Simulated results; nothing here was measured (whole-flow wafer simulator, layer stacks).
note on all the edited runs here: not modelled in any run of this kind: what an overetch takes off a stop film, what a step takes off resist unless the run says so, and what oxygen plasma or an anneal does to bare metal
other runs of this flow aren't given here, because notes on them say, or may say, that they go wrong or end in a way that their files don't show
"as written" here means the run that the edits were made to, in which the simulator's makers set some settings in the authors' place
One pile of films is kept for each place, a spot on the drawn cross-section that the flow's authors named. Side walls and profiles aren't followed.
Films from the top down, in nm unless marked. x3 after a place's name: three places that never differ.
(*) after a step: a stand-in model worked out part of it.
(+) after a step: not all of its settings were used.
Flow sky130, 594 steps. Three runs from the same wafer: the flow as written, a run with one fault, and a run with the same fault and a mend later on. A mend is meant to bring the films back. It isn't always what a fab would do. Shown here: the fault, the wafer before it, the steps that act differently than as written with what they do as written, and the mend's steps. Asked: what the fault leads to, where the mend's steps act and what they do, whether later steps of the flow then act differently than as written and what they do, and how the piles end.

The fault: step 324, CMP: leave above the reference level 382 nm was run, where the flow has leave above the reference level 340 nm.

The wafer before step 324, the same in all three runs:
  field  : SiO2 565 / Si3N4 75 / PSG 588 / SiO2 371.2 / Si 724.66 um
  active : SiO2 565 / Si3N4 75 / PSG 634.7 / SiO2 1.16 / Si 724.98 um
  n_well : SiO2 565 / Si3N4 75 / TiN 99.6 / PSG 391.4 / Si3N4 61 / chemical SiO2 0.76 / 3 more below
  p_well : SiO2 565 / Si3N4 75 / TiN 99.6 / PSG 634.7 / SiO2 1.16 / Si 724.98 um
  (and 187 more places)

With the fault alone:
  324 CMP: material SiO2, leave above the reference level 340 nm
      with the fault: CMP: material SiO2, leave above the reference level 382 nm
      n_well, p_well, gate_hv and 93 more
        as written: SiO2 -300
        with the fault: SiO2 -258
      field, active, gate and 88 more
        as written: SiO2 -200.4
        with the fault: SiO2 -158.4
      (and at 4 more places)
  Later steps of the flow that act differently than as written (3 more steps differ only slightly, by at most 2% or 0.5 nm, whichever is larger, and aren't shown):
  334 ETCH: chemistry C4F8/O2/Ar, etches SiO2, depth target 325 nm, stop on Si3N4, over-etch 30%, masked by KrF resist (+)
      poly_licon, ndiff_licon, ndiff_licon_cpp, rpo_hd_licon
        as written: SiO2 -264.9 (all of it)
        with the fault: SiO2 -306.9 (all of it)
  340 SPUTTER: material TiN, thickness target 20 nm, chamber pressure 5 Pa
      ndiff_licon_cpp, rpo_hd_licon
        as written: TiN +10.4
        with the fault: TiN +9.78
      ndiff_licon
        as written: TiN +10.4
        with the fault: TiN +9.76
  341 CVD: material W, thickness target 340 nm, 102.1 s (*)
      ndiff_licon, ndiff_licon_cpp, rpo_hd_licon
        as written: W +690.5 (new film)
        with the fault: W +733.2 (new film)
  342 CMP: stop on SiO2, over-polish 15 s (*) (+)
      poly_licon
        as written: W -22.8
        with the fault: nothing
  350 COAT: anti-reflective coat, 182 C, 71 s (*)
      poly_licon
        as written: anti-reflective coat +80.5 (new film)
        with the fault: anti-reflective coat +99.7 (new film)
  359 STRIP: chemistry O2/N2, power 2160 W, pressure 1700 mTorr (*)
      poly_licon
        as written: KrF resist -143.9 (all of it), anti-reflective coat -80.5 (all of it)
        with the fault: KrF resist -143.9 (all of it), anti-reflective coat -99.7 (all of it)
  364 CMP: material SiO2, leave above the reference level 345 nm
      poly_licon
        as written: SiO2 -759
        with the fault: SiO2 -739.8
  At the end the piles differ from the flow's by more than 2% or 0.5 nm, whichever is larger, at n_well, p_well, gate_hv and 116 more.
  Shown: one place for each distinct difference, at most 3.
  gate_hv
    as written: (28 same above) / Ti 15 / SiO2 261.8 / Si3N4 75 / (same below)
    with the fault: (28 same above) / Ti 15 / SiO2 303.8 / Si3N4 75 / (same below)
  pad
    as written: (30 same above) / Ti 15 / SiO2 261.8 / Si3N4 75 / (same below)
    with the fault: (30 same above) / Ti 15 / SiO2 303.8 / Si3N4 75 / (same below)
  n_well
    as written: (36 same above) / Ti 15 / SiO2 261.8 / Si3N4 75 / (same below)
    with the fault: (36 same above) / Ti 15 / SiO2 303.8 / Si3N4 75 / (same below)

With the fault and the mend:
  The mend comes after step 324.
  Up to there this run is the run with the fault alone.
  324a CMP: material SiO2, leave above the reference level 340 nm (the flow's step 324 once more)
      field, active, n_well and 188 more
        SiO2 -42
  No later step of the flow acts differently than as written at any place that is followed.
  At the end the piles are the same as the flow's at every place that both follow.
